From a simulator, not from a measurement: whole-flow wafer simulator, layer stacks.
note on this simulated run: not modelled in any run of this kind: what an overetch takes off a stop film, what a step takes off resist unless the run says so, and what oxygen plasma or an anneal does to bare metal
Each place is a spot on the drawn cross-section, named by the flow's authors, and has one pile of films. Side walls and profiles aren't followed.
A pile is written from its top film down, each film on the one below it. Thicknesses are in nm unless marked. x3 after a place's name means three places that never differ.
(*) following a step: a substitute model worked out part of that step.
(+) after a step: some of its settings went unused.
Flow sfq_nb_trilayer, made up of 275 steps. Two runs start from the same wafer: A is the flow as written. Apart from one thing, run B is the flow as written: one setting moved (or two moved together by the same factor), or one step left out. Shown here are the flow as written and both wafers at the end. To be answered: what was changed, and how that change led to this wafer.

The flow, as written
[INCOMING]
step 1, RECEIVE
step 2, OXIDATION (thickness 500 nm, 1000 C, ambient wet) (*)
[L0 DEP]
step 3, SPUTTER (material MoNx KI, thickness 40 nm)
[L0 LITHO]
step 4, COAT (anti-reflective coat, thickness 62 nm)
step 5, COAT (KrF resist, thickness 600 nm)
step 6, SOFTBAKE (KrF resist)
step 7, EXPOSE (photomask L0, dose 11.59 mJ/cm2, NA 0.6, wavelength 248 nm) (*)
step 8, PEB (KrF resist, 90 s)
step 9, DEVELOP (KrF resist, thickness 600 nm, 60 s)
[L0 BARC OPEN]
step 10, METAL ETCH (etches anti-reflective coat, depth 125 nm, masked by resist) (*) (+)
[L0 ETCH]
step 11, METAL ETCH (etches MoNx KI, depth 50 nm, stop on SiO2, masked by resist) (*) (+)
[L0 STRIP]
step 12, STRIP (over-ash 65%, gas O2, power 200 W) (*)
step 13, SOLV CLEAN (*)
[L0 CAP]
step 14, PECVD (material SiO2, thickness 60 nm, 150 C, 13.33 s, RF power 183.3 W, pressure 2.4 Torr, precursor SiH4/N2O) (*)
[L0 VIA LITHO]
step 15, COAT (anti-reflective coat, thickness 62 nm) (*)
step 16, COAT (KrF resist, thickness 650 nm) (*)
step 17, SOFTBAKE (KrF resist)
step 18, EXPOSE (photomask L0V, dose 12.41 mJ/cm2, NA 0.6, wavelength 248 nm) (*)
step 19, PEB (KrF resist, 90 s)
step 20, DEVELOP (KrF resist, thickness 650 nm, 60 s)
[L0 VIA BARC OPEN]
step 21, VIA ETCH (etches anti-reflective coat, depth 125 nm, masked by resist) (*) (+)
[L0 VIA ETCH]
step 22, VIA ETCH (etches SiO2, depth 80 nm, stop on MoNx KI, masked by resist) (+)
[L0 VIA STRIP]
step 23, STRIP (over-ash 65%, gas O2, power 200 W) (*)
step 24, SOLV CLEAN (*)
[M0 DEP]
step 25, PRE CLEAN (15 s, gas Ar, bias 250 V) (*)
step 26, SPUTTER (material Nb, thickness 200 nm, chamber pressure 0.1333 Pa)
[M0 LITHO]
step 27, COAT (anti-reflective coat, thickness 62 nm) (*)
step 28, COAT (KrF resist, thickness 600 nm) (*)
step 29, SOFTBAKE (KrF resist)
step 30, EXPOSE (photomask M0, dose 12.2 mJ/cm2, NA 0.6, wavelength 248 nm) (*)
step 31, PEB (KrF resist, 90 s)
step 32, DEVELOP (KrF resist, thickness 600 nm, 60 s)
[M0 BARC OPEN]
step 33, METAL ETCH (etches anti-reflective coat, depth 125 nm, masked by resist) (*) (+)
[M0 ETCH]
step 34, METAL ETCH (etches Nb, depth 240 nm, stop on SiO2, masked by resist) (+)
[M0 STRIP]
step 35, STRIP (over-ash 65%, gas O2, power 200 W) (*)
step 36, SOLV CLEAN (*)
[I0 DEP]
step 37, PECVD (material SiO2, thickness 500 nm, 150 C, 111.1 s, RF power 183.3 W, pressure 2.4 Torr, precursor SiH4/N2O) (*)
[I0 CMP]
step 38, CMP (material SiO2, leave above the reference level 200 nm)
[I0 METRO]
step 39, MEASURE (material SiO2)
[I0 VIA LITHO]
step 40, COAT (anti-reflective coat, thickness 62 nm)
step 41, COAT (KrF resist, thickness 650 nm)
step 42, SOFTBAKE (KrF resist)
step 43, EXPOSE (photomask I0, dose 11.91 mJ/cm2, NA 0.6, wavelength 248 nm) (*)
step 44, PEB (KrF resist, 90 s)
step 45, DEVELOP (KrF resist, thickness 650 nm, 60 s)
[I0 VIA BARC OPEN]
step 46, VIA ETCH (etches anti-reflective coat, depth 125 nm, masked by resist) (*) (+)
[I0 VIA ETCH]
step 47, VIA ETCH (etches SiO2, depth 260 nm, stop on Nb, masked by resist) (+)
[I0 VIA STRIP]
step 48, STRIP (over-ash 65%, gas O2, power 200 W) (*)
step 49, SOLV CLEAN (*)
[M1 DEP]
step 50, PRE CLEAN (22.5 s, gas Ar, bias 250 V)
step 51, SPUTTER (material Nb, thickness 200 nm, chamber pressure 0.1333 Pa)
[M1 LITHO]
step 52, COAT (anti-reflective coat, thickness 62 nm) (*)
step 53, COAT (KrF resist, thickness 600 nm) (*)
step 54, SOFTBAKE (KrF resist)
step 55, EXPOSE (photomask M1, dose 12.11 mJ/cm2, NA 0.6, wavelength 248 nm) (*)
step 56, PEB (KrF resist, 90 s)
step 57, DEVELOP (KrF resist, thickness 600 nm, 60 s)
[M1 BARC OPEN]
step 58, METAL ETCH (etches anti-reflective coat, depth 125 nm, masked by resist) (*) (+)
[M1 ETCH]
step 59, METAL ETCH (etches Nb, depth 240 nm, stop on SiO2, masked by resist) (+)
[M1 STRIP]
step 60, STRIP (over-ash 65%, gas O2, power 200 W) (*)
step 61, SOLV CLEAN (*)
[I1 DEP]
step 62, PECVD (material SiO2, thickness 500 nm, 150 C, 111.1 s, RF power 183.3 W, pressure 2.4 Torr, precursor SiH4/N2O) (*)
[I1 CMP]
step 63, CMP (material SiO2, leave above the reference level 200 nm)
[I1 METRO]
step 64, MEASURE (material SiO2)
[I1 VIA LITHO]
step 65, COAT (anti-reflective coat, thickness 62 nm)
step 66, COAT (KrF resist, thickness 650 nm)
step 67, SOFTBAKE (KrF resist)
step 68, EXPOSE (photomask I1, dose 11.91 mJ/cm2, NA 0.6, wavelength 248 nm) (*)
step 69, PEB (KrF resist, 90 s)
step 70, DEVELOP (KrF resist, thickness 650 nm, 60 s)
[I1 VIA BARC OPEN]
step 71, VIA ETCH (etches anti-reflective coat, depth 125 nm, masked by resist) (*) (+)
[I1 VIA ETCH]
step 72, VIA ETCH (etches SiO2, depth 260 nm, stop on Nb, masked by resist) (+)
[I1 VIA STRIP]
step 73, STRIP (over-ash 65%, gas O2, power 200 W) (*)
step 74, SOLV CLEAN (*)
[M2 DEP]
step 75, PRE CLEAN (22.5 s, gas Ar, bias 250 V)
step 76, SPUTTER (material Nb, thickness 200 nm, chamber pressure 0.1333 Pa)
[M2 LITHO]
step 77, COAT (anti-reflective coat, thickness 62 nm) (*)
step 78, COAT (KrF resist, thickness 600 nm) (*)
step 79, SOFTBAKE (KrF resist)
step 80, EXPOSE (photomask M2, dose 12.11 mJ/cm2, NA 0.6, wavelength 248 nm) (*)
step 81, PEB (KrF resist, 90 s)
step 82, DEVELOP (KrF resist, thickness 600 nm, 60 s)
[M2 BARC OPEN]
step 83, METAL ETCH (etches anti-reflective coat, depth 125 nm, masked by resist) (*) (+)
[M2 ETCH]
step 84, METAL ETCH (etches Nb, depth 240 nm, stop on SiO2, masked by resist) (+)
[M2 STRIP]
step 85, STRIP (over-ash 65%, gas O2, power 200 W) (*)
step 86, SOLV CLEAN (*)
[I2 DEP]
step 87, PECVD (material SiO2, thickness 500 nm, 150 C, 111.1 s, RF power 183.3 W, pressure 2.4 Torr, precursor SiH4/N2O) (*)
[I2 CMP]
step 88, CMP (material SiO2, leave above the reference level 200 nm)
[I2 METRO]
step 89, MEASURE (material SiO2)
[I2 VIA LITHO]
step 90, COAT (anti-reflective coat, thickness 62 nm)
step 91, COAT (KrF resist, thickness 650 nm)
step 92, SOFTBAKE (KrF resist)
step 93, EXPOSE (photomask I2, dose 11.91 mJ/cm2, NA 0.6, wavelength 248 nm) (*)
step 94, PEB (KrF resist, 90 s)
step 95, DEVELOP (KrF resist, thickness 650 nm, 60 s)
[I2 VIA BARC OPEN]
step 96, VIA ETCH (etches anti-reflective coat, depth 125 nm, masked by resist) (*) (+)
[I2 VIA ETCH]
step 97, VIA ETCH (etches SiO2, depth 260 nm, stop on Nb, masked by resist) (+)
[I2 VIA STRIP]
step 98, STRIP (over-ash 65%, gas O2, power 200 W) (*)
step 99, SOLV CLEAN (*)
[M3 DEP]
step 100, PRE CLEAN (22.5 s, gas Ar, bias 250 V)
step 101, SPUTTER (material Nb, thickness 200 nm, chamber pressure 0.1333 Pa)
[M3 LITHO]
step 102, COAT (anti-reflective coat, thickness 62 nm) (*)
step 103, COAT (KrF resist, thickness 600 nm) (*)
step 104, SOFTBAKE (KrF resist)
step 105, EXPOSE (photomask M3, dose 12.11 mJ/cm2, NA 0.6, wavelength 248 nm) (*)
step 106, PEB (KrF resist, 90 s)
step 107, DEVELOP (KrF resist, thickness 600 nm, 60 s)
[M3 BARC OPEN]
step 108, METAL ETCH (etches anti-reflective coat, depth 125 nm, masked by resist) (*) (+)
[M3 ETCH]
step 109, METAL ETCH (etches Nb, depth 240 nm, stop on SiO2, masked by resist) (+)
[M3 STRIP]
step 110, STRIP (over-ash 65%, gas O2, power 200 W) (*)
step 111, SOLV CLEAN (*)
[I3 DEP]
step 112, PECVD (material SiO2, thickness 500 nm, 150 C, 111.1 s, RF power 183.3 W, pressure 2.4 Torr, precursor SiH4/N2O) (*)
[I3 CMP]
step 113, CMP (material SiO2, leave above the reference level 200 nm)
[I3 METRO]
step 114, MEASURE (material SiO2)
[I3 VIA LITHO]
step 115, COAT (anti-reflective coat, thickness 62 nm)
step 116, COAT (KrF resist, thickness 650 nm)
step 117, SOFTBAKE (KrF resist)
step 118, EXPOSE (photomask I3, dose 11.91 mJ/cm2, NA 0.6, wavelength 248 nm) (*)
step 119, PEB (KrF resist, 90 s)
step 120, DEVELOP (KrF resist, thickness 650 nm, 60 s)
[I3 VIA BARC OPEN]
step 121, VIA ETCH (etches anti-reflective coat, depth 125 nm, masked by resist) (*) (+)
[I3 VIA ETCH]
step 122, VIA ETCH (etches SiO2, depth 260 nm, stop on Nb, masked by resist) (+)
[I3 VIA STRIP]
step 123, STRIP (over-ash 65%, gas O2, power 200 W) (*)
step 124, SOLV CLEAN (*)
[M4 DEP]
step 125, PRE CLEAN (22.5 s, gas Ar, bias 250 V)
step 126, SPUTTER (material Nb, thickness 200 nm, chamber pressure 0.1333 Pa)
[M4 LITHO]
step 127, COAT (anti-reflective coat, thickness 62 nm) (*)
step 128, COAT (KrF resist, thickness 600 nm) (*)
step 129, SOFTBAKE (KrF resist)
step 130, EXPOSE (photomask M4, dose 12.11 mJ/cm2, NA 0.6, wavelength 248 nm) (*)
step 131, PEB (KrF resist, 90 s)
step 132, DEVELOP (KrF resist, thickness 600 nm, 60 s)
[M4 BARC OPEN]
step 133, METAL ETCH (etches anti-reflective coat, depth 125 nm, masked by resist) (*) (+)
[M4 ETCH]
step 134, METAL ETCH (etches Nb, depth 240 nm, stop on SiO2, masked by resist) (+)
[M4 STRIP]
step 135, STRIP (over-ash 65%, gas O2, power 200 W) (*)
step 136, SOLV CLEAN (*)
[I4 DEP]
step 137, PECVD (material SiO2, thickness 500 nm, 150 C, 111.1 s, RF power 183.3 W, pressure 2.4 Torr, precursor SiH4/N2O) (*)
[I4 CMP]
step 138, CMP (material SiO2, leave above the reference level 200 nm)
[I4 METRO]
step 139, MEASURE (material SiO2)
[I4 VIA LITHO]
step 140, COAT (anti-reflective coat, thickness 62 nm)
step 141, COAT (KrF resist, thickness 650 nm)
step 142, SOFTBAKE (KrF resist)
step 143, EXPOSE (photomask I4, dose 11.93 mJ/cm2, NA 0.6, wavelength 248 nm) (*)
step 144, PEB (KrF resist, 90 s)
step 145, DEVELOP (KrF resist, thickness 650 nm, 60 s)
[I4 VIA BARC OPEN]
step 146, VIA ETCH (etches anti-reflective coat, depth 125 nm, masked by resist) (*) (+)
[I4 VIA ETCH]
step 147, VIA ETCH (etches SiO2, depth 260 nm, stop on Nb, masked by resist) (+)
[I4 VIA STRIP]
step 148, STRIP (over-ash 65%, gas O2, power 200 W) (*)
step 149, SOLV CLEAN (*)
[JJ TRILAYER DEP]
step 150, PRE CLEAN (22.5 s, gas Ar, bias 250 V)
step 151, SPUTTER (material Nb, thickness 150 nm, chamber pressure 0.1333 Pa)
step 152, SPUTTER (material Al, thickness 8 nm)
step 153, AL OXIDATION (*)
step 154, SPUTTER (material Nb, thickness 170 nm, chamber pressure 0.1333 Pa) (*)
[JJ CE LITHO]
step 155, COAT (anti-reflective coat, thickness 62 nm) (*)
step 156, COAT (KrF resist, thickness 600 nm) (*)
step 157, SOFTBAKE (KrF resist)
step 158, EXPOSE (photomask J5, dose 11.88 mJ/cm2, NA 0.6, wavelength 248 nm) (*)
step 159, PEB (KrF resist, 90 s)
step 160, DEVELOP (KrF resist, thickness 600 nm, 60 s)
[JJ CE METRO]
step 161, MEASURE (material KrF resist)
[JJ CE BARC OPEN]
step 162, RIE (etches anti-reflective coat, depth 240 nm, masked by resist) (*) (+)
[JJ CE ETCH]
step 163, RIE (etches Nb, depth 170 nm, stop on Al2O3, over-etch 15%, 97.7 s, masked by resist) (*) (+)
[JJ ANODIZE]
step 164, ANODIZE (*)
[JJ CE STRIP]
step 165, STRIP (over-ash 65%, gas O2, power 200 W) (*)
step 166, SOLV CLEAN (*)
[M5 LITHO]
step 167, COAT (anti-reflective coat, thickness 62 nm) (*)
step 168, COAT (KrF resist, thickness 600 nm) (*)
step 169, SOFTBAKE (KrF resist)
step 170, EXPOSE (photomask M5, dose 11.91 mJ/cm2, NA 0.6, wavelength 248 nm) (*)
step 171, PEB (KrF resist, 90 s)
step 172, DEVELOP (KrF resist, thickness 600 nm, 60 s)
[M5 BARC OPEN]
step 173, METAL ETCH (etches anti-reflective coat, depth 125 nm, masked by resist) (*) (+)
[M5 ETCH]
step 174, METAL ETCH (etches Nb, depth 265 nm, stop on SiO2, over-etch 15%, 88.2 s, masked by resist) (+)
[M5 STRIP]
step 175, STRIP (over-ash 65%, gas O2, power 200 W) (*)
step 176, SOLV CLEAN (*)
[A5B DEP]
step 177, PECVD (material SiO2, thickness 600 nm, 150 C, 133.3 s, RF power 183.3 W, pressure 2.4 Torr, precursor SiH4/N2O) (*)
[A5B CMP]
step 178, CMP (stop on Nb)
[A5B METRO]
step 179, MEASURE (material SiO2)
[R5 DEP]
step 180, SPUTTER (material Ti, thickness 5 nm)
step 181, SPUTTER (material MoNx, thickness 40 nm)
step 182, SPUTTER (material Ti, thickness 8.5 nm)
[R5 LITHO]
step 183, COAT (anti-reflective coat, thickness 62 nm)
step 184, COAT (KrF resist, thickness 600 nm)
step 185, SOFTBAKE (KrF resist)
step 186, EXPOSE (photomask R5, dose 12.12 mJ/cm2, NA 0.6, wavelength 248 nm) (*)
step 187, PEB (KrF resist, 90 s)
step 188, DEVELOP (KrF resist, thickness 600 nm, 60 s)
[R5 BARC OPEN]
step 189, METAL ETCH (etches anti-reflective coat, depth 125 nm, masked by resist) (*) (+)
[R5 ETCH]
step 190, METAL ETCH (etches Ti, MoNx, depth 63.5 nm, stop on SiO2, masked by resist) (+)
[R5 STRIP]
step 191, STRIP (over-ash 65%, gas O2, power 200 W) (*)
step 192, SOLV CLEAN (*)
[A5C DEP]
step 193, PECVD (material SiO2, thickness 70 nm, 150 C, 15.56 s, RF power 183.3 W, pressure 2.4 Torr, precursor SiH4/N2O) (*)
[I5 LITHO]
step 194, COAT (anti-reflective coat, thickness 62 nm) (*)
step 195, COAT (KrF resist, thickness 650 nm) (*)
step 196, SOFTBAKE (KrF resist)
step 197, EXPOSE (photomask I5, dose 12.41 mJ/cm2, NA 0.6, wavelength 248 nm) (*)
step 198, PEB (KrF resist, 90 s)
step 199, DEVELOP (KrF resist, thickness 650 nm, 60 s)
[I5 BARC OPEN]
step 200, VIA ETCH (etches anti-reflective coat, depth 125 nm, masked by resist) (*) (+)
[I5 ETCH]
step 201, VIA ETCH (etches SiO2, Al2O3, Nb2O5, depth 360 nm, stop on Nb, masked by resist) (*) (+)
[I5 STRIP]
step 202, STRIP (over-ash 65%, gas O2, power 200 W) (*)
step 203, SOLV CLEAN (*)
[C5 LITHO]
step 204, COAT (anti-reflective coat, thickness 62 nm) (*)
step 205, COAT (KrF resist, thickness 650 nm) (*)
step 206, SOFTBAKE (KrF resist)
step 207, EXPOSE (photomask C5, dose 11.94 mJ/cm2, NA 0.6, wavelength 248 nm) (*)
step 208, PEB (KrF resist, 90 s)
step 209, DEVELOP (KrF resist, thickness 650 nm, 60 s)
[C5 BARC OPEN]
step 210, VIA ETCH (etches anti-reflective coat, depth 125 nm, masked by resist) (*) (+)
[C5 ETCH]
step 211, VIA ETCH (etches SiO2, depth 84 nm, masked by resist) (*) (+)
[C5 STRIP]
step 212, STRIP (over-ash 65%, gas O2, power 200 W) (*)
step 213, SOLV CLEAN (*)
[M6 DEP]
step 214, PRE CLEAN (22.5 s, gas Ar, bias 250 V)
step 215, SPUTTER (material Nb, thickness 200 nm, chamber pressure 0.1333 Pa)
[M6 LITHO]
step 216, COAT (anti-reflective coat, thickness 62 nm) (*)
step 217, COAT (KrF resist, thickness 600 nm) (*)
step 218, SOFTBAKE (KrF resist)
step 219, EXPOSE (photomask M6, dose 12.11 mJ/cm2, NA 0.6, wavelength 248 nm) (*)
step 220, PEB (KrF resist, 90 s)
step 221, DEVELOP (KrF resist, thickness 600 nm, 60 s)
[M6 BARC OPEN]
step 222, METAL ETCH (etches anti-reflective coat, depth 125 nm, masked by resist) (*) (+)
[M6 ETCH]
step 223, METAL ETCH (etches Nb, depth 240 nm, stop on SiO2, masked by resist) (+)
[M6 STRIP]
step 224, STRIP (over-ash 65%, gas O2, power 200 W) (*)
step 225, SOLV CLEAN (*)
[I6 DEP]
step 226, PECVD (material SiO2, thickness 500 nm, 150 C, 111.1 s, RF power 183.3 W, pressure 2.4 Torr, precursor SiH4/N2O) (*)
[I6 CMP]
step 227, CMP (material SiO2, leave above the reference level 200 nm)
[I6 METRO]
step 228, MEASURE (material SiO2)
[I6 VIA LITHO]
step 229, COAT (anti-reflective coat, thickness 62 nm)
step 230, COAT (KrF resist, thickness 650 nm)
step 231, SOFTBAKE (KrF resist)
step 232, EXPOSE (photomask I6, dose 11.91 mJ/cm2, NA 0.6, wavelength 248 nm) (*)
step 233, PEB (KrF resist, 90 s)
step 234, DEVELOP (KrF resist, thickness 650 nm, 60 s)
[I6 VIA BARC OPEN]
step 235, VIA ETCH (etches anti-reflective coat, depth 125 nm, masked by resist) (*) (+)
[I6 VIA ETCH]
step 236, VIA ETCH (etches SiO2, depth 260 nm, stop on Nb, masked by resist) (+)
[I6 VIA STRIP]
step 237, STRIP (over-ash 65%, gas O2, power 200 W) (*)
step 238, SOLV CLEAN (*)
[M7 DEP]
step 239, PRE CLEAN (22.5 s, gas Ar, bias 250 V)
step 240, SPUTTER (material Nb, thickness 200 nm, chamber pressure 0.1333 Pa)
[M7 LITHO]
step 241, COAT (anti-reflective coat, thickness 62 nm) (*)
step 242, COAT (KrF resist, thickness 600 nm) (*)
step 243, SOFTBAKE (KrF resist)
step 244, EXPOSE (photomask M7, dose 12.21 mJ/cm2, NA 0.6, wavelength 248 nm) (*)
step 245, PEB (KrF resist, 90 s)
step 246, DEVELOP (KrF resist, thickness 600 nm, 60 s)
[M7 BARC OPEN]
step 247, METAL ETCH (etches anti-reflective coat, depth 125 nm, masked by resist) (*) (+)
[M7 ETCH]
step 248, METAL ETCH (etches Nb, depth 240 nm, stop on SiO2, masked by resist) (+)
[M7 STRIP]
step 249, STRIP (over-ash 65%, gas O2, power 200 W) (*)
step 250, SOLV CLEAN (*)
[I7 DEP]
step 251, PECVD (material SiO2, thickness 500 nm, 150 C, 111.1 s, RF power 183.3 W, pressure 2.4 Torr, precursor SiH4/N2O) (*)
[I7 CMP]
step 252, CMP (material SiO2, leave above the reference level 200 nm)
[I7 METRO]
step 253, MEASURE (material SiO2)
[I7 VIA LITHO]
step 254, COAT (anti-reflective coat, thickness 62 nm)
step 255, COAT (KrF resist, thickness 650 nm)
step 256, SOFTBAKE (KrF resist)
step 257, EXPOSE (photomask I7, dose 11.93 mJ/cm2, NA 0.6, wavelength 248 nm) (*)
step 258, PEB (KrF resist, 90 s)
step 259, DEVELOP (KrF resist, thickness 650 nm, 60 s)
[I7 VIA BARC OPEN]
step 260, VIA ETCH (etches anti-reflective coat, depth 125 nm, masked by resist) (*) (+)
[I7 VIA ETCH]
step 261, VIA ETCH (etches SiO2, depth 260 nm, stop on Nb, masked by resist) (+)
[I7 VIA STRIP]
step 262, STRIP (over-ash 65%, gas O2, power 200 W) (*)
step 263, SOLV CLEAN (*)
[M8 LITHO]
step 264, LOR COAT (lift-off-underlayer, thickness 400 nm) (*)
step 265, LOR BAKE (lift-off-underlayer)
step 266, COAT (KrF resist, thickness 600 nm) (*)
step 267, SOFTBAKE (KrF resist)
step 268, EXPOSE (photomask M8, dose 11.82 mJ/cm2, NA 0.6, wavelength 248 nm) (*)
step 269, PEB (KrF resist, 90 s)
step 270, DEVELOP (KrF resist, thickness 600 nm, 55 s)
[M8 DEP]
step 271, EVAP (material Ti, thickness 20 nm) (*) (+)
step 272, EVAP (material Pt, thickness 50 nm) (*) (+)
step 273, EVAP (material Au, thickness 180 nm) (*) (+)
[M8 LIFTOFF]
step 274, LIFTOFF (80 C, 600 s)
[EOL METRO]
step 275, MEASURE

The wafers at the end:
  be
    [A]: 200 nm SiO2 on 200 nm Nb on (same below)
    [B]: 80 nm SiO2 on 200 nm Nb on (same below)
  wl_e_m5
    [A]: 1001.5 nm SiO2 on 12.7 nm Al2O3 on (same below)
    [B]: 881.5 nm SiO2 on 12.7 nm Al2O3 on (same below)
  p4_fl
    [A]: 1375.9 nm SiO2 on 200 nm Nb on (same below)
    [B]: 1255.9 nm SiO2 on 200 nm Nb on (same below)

Cause: step 252, CMP: leave above the reference level 80 nm was run, whereas the flow has leave above the reference level 200 nm.
One can read it off the wafer: be has SiO2 80, and step 252 as written asks for 200 nm.

Step by step, how the change led to this:
  step 252, CMP (material SiO2, leave above the reference level 200 nm)
      field_l, p4_fl, p4_fm and 56 more: A SiO2 loses 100 | B SiO2 loses 220
      v_sur, via_wl, via_w and 37 more: A SiO2 loses 300 | B SiO2 loses 420
      (as well as at 7 more places)
  step 261, VIA ETCH (etches SiO2, depth 260 nm, stop on Nb, masked by resist) (+)
      field_l, v_sur, via_sp and 100 more: A KrF resist loses 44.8 | B KrF resist loses 20.6
      via_wl, via_w, via_wr: A SiO2 loses 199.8 (all of it) | B SiO2 loses 79.8 (all of it)
  step 262, STRIP (over-ash 65%, gas O2, power 200 W) (*)
      field_l, v_sur, via_sp and 100 more: A KrF resist loses 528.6 (all of it), anti-reflective coat loses 62 (all of it) | B KrF resist loses 552.8 (all of it), anti-reflective coat loses 62 (all of it)
  step 264, LOR COAT (lift-off-underlayer, thickness 400 nm) (*)
      via_wl, via_wr: A lift-off-underlayer gains 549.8 (new film) | B lift-off-underlayer gains 459.9 (new film)
      v_sur: A lift-off-underlayer gains 369.4 (new film) | B lift-off-underlayer gains 387.8 (new film)
      (as well as at 2 more places)
  step 266, COAT (KrF resist, thickness 600 nm) (*)
      via_wl: A KrF resist gains 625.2 (new film) | B KrF resist gains 610.1 (new film)
      via_w: A KrF resist gains 636.8 (new film) | B KrF resist gains 614.7 (new film)
      (as well as at 1 more place)
  step 270, DEVELOP (KrF resist, thickness 600 nm, 55 s)
      v_sur: A KrF resist loses 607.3 (all of it), lift-off-underlayer loses 369.4 (all of it) | B KrF resist loses 602.2 (all of it), lift-off-underlayer loses 387.8 (all of it)
      via_wl: A KrF resist loses 623.9 (all of it), lift-off-underlayer loses 549.8 (all of it) | B KrF resist loses 608.8 (all of it), lift-off-underlayer loses 459.9 (all of it)
      (as well as at 3 more places)
